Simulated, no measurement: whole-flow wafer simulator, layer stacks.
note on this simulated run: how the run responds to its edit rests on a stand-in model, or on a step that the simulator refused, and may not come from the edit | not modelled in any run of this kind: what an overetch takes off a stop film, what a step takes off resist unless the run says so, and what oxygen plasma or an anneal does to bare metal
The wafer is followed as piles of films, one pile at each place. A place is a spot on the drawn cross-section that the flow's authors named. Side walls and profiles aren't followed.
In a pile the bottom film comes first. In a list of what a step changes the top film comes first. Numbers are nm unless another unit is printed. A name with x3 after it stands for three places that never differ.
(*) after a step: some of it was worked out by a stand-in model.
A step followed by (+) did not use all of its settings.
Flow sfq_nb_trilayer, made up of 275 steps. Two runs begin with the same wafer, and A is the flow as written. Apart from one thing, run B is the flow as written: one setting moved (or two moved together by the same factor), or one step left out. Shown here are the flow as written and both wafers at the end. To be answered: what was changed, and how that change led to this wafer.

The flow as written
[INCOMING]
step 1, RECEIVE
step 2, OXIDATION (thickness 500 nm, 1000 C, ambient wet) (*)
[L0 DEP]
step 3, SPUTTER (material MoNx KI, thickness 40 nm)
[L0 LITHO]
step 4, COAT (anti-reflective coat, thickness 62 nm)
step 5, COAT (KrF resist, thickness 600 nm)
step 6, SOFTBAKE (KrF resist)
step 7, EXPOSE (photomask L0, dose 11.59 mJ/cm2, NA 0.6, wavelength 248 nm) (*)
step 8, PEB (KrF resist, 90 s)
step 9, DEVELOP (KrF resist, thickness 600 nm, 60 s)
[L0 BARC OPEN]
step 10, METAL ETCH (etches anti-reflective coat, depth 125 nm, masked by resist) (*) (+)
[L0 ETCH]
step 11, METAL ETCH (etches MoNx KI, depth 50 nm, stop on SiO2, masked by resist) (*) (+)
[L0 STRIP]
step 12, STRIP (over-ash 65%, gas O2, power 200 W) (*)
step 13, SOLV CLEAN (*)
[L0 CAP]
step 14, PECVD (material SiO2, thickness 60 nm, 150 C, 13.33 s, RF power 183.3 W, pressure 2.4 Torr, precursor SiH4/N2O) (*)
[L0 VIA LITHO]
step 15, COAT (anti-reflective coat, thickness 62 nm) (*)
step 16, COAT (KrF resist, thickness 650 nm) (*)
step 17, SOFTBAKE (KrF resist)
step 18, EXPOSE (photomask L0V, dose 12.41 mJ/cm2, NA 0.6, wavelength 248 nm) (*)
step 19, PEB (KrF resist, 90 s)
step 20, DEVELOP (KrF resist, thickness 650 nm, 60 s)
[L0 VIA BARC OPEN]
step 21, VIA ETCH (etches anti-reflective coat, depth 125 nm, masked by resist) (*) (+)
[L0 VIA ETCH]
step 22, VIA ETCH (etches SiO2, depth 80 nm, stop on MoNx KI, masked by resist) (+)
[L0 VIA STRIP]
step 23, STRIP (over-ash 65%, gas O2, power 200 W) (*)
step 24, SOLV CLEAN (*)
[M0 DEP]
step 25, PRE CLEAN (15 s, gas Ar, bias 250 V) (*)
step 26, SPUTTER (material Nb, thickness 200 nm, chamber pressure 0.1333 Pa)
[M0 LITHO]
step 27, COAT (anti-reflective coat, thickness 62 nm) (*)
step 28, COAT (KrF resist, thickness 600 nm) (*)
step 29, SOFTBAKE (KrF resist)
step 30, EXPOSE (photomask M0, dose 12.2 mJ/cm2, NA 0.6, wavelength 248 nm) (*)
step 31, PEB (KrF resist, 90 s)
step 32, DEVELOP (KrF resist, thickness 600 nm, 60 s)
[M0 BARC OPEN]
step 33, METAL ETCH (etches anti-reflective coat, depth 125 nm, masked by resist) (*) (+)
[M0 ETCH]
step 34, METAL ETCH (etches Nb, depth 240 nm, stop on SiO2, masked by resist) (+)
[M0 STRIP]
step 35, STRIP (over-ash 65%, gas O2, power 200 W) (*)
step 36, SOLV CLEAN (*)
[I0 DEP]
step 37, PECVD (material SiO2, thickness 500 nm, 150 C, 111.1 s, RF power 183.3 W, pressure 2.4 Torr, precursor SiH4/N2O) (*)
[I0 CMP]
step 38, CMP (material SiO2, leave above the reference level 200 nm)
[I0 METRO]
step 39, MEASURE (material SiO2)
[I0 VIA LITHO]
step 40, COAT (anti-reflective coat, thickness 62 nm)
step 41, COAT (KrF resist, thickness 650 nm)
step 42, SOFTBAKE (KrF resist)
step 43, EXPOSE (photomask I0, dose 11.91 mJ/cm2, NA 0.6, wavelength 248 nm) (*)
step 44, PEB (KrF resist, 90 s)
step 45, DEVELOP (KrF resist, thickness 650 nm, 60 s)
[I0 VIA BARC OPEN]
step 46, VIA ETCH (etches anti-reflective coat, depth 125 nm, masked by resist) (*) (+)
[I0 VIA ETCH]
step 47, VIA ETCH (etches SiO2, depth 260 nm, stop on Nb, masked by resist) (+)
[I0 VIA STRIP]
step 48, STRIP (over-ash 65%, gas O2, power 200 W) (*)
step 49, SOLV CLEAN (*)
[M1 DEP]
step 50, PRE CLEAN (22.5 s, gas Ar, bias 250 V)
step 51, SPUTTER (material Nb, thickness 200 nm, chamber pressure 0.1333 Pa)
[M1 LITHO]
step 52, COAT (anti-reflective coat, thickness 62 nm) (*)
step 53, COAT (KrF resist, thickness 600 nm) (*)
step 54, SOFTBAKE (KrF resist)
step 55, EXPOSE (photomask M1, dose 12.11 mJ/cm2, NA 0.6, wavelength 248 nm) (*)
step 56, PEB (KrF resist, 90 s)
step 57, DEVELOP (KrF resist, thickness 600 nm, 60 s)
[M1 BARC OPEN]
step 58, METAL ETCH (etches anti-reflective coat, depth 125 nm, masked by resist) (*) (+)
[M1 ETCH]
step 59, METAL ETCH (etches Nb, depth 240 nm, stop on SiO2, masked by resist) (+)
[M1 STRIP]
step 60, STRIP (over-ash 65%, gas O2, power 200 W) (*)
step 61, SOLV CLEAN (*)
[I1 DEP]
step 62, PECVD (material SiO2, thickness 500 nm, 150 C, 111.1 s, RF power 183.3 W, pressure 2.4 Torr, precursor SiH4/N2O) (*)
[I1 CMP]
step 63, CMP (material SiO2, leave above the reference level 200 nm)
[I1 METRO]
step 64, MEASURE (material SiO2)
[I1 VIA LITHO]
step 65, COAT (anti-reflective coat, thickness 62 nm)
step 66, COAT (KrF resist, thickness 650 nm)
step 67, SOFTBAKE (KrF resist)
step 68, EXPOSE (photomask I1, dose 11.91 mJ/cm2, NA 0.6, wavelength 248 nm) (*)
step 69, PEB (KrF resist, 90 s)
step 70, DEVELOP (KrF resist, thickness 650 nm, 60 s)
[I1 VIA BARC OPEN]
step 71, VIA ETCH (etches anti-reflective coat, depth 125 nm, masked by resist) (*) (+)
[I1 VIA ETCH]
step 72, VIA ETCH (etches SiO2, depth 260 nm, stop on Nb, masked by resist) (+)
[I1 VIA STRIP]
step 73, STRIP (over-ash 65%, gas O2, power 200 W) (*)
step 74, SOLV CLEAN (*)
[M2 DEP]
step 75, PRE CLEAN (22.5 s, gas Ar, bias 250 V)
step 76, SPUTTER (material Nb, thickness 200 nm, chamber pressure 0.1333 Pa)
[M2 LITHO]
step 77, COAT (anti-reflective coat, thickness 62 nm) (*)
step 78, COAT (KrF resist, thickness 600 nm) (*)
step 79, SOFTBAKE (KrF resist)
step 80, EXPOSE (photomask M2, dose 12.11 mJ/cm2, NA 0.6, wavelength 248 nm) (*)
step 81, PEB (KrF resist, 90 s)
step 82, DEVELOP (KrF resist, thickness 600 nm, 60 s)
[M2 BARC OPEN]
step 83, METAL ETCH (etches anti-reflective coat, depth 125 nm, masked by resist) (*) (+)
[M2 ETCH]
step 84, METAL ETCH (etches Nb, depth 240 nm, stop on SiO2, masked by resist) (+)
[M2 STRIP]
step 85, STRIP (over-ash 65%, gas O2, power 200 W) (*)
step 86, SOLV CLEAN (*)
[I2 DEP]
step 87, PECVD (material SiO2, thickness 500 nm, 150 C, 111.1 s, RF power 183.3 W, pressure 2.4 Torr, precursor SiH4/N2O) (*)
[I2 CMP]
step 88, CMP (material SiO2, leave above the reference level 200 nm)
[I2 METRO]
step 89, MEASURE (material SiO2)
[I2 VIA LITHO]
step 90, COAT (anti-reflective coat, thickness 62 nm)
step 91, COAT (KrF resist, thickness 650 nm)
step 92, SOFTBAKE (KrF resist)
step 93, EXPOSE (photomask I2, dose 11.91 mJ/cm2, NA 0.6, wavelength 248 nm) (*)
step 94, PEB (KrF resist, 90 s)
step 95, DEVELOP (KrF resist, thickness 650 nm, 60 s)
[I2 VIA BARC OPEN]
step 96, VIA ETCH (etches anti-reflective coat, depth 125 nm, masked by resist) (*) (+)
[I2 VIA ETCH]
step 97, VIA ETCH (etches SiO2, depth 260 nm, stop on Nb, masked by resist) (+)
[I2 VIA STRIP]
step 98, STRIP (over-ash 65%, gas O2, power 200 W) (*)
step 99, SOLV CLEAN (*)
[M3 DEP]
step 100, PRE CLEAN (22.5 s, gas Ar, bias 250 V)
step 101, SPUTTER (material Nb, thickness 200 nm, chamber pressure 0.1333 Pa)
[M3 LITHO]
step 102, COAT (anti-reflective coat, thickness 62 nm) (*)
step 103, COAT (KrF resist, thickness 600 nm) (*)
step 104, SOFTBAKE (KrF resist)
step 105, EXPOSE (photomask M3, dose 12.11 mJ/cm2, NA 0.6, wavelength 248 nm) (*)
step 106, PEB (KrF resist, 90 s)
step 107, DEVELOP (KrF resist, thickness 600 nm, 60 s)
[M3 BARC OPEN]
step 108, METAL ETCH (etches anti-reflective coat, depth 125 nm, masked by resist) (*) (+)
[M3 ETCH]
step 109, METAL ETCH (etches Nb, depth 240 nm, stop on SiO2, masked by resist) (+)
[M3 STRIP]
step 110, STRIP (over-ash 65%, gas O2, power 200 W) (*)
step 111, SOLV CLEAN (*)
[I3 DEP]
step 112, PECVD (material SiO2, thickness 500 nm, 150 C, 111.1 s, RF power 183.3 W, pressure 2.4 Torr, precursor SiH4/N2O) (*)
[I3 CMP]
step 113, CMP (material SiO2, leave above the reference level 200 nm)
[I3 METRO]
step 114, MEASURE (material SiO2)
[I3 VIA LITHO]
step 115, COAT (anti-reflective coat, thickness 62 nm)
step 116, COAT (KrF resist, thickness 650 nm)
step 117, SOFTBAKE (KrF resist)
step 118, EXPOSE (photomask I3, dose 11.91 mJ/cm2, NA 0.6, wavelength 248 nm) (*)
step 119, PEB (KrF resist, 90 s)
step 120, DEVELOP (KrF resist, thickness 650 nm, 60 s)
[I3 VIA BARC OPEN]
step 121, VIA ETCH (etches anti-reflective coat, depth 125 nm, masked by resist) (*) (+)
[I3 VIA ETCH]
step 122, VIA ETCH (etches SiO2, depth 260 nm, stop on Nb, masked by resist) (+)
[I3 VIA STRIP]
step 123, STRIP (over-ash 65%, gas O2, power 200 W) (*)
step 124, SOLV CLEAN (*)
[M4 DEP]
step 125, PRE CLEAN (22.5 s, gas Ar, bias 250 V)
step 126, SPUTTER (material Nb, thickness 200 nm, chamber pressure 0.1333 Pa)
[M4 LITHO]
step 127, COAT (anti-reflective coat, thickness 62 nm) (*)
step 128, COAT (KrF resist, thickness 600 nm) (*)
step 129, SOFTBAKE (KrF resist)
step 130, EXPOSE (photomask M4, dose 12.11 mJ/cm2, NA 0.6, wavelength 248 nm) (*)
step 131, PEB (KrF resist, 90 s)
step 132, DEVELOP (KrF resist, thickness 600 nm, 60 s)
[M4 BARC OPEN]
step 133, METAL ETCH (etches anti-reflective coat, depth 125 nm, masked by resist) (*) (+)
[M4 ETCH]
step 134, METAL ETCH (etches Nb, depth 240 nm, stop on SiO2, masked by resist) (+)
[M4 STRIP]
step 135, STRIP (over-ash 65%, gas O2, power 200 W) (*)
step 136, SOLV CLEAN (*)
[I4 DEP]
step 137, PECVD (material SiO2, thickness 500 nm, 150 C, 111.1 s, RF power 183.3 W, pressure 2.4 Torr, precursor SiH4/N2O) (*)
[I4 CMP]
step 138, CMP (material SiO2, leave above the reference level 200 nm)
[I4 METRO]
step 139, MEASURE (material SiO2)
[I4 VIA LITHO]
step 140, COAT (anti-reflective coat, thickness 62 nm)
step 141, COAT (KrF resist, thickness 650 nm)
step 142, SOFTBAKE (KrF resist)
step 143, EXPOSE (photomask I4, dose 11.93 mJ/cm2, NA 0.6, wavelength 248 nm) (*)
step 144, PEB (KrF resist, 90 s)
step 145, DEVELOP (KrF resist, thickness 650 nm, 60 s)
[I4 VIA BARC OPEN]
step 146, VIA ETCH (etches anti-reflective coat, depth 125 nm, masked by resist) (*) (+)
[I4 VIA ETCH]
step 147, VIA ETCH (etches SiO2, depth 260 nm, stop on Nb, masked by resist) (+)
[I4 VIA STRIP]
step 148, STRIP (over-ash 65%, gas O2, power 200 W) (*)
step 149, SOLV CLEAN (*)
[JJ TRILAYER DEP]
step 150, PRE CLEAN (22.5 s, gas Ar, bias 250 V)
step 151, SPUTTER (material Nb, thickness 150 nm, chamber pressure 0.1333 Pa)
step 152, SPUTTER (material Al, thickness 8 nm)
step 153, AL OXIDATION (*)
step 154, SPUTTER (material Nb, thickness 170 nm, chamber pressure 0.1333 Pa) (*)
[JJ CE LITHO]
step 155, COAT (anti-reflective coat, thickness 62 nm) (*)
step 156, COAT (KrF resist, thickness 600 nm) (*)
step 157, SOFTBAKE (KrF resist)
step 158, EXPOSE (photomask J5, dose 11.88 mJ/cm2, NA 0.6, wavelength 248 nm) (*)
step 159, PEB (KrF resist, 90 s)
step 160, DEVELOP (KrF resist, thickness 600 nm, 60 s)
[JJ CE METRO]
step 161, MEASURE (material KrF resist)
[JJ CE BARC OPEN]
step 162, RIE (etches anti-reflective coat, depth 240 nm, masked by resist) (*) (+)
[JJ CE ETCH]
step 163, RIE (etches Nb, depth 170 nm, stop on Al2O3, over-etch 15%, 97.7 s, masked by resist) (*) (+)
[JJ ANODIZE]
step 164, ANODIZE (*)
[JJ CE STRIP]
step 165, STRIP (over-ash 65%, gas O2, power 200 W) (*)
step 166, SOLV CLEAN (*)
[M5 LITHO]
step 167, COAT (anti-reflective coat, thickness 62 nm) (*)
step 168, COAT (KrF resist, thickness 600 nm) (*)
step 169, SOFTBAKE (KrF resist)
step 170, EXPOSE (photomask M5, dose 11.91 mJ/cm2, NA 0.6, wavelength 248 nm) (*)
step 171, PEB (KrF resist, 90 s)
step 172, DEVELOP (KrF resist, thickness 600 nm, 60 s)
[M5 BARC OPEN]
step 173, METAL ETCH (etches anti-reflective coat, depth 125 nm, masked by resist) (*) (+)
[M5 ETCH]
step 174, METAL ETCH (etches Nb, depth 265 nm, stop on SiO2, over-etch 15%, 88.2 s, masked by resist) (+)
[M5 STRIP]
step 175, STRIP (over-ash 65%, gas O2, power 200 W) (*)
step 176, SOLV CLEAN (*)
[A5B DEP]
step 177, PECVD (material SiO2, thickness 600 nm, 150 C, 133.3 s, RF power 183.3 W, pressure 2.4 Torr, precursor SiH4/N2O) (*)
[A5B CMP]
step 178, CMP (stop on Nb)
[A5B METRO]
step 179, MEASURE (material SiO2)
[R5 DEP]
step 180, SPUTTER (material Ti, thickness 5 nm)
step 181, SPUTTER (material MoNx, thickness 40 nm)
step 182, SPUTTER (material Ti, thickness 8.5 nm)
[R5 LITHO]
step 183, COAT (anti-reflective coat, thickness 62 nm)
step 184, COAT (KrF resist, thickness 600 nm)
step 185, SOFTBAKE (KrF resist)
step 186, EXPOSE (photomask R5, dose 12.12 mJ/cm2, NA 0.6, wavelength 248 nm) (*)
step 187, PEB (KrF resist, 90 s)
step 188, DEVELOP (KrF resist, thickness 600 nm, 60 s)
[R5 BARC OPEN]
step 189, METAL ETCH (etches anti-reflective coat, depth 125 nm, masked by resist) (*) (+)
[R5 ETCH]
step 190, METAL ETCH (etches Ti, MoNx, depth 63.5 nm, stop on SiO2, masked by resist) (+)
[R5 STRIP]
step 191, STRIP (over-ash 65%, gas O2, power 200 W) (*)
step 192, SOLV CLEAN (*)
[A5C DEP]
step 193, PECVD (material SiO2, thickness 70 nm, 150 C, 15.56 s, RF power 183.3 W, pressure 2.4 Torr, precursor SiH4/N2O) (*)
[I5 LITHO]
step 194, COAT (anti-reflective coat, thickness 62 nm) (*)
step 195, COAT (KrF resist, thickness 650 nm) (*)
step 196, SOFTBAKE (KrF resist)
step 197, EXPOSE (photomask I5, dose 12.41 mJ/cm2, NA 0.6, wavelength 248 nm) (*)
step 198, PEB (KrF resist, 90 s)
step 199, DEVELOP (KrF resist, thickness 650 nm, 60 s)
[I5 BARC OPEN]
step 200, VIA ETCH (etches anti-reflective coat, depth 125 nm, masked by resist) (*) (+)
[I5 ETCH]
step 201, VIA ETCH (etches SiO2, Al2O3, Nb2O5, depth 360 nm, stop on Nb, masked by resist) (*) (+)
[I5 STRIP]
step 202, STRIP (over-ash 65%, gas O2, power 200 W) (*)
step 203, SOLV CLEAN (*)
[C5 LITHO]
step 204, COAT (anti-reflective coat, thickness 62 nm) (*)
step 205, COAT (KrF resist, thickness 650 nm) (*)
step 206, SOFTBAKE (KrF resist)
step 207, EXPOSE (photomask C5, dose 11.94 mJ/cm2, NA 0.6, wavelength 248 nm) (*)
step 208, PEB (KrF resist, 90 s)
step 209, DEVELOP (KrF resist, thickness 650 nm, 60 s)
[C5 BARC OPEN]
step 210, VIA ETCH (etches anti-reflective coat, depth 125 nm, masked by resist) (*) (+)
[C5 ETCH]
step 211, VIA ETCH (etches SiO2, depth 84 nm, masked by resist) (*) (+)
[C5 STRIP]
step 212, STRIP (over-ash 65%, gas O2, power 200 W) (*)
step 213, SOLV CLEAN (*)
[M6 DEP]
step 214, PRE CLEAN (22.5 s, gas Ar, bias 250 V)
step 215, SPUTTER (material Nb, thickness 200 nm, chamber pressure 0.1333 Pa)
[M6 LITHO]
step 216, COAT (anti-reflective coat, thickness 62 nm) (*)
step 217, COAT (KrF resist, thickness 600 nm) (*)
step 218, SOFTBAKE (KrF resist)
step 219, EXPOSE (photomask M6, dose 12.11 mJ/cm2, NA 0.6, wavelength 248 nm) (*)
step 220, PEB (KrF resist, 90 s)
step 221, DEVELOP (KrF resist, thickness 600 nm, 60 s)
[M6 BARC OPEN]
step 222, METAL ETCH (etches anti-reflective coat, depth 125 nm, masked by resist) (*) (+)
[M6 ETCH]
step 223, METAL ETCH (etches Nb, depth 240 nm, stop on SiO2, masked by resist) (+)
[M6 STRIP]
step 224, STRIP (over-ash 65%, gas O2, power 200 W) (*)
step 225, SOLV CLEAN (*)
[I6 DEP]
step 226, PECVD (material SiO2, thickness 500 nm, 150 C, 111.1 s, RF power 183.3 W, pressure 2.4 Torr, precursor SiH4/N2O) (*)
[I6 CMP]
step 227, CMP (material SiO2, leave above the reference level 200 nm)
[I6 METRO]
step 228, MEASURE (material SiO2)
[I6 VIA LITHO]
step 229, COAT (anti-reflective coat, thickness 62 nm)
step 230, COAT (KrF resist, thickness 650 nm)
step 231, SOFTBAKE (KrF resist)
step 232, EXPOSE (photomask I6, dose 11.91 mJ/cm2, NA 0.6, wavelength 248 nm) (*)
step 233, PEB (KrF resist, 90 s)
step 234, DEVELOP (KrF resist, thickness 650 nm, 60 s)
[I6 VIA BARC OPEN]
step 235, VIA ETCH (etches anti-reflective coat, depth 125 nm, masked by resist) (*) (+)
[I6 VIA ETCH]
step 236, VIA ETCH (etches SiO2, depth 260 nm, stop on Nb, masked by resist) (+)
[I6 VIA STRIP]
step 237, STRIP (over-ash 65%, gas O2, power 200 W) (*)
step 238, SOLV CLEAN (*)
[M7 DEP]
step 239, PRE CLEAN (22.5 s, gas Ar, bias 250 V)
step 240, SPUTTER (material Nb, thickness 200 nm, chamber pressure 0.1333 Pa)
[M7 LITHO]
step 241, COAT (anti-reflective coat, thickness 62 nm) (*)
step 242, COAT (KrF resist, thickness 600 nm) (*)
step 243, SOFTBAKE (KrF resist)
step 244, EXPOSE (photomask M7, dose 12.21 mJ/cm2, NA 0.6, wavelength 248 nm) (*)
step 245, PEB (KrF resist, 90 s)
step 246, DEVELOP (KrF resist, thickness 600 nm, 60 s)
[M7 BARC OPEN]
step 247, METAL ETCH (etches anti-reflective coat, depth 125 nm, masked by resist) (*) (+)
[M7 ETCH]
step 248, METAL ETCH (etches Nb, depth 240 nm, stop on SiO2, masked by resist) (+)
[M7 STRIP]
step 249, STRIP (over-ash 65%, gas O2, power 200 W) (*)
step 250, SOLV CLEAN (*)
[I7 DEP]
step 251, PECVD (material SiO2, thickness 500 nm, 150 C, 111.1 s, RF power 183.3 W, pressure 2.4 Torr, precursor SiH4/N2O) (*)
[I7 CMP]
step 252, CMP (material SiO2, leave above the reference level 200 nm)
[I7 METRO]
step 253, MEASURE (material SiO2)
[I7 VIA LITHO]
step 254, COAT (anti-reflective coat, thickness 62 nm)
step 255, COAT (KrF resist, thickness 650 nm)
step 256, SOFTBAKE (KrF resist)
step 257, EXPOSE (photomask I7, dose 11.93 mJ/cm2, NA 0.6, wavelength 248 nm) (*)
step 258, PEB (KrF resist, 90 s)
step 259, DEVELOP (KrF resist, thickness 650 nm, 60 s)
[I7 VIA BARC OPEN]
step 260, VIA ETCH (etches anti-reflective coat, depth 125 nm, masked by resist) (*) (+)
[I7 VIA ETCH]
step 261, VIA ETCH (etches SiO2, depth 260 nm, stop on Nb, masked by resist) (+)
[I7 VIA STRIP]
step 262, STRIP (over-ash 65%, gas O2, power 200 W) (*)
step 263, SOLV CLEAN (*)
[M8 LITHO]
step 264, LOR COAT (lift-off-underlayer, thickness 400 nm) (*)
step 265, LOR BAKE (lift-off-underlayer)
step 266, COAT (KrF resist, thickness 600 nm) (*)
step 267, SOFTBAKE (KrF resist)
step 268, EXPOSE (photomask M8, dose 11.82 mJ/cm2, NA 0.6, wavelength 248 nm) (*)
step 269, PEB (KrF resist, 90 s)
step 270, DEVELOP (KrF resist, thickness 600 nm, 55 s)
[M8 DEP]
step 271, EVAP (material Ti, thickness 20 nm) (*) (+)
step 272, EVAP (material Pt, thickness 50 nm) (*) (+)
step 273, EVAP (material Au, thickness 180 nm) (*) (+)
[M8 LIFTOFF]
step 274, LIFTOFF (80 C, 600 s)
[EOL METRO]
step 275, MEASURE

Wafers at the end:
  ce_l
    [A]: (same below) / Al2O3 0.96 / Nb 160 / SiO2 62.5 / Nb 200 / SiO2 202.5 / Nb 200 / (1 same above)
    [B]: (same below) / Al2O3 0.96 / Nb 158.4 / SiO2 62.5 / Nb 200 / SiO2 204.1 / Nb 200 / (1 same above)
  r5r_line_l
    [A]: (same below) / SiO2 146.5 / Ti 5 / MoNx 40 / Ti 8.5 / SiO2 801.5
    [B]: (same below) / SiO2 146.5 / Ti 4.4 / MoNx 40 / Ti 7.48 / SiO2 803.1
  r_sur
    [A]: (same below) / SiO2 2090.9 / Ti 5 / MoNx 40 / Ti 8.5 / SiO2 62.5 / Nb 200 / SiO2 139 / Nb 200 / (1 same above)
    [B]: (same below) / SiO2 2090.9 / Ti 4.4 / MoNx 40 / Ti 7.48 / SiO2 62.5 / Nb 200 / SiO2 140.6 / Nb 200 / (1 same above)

What caused this: step 180, SPUTTER: thickness 4.4 nm was run, while the flow as written has thickness 5 nm; step 182, SPUTTER: thickness 7.48 nm was run, where the flow has thickness 8.5 nm.
The wafer lets one read it off: r5r_line_l has Ti 4.4, and step 180 as written asks for 5 nm.

How this came from the change, step by step:
  step 180, SPUTTER (material Ti, thickness 5 nm)
      field_l, v_sur, via_wl and 103 more: A +5 Ti (new film) | B +4.4 Ti (new film)
  step 182, SPUTTER (material Ti, thickness 8.5 nm)
      field_l, v_sur, via_wl and 103 more: A +8.5 Ti (new film) | B +7.48 Ti (new film)
  step 190, METAL ETCH (etches Ti, MoNx, depth 63.5 nm, stop on SiO2, masked by resist) (+)
      field_l, v_sur, via_wl and 92 more: A -8.5 Ti (all of it), -40 MoNx (all of it), -5 Ti (all of it) | B -7.48 Ti (all of it), -40 MoNx (all of it), -4.4 Ti (all of it)
      ce_l, c5j, ce_r, wl_jj: A -8.5 Ti (all of it), -40 MoNx (all of it), -5 Ti (all of it), -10 Nb | B -7.48 Ti (all of it), -40 MoNx (all of it), -4.4 Ti (all of it), -11.6 Nb
